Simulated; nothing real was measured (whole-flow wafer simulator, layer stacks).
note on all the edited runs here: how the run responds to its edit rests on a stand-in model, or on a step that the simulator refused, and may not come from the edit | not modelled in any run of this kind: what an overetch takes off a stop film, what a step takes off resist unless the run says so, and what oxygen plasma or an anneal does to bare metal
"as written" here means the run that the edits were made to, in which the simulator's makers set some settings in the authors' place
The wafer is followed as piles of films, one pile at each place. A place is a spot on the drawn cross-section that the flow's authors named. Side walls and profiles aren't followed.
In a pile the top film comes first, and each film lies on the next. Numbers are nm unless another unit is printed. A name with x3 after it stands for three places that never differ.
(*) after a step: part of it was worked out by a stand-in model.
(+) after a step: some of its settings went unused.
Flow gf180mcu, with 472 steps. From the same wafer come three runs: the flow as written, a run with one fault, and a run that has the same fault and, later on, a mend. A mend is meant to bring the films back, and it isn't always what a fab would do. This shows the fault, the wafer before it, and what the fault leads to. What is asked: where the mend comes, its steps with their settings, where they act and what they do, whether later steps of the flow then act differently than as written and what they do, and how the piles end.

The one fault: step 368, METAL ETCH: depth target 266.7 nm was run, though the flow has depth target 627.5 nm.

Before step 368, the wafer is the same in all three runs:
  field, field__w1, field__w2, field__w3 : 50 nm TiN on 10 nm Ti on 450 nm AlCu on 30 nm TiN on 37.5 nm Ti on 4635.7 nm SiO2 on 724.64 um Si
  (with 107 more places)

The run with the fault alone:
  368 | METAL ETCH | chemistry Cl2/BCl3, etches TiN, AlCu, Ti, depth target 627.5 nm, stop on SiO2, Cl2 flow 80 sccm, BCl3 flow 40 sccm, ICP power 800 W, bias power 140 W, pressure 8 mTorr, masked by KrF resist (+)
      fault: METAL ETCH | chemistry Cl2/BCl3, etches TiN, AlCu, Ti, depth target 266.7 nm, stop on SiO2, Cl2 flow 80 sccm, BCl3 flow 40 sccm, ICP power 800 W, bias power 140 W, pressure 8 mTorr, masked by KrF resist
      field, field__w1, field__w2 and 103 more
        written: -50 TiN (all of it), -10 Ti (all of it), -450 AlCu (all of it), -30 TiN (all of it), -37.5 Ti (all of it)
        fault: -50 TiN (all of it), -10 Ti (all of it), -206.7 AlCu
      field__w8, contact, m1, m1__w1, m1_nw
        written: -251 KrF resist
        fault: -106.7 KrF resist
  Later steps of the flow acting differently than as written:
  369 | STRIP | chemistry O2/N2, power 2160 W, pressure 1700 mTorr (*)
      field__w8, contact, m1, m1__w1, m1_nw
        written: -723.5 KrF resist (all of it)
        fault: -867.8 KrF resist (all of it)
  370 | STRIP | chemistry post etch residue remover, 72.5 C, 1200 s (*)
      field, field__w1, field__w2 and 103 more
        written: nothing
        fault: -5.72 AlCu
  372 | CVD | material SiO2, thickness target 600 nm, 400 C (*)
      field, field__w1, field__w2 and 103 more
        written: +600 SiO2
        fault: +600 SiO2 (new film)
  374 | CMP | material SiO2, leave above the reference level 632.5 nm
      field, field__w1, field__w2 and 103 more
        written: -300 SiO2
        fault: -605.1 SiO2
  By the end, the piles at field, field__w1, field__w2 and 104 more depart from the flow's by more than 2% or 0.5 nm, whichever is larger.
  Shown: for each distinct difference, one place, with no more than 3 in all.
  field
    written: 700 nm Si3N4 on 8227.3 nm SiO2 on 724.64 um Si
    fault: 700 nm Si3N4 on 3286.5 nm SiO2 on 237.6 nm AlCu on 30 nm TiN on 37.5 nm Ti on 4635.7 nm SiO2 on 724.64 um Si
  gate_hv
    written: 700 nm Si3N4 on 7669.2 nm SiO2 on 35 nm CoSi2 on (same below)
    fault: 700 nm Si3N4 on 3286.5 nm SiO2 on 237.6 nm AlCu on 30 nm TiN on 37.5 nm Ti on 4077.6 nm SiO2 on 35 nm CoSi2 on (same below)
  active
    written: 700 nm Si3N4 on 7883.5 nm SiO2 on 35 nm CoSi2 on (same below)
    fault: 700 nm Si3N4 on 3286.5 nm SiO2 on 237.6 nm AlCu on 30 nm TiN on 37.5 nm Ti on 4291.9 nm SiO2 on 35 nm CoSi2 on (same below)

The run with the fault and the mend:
  The mend stands after step 370.
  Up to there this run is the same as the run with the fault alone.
  370a | DEHYDRATE | 200 C, 60 s (the flow's step 361 again)
      does not change any film at any place that is followed
  370b | HMDS | 120 C, 60 s (the flow's step 362 again)
      does not change any film at any place that is followed
  370c | COAT | KrF resist, thickness 1000 nm (*) (the flow's step 363 again)
      iso_ptap_pw, iso_ntap_nw, iso_nw_fld and 33 more
        +1000 KrF resist (new film)
      field_sub__w2, field_sub__w4, ld_gate_n and 13 more
        +1001.7 KrF resist (new film)
      field__w5, field__w6, field__w9 and 9 more
        +1001.8 KrF resist (new film)
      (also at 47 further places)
  370d | SOFTBAKE | KrF resist (the flow's step 364 again)
      does not change any film at any place that is followed
  370e | EXPOSE | photomask Metal4 (the flow's step 365 again)
      does not change any film at any place that is followed
  370f | PEB | KrF resist, 135 C, 90 s (the flow's step 366 again)
      field__w1, field__w2, field__w3 and 60 more
        -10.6 KrF resist
      iso_ptap_pw, iso_ntap_nw, iso_nw_fld and 33 more
        -10.5 KrF resist
      field__w8, m1
        -7.23 KrF resist
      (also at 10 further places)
  370g | DEVELOP | thickness 1000 nm, 60 s (the flow's step 367 again)
      iso_ptap_pw, iso_ntap_nw, iso_nw_fld and 33 more
        -989.5 KrF resist (all of it)
      field__w5, field__w9, field_sub__w3 and 16 more
        -991.2 KrF resist (all of it)
      field__w6, field_sub, field_sub__w1 and 10 more
        -991.3 KrF resist (all of it)
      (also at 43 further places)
  370h | METAL ETCH | chemistry Cl2/BCl3, etches TiN, AlCu, Ti, depth target 360.8 nm, stop on SiO2, Cl2 flow 80 sccm, BCl3 flow 40 sccm, ICP power 800 W, bias power 140 W, pressure 8 mTorr, masked by KrF resist (+) (the flow's step 368 again, with other settings)
      field, field__w1, field__w2 and 103 more
        -237.6 AlCu (all of it), -30 TiN (all of it), -37.5 Ti (all of it)
      field__w8, contact, m1, m1__w1, m1_nw
        -144.3 KrF resist
  370i | STRIP | chemistry O2/N2, power 2160 W, pressure 1700 mTorr (*) (the flow's step 369 again)
      field__w8
        -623 KrF resist (all of it)
      contact
        -621.5 KrF resist (all of it)
      m1
        -622.9 KrF resist (all of it)
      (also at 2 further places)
  370j | STRIP | chemistry post etch residue remover, 72.5 C, 1200 s (*) (the flow's step 370 again)
      field__w8, contact, m1, m1__w1, m1_nw
        -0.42 TiN
  Later steps of the flow that are run all act as written at every place that is followed, up to a difference of at most 2% or 0.5 nm, whichever is larger.
  When the end is reached, the piles differ only a little from the flow's at the places that both follow, at most by 2% or 0.5 nm, whichever is larger.
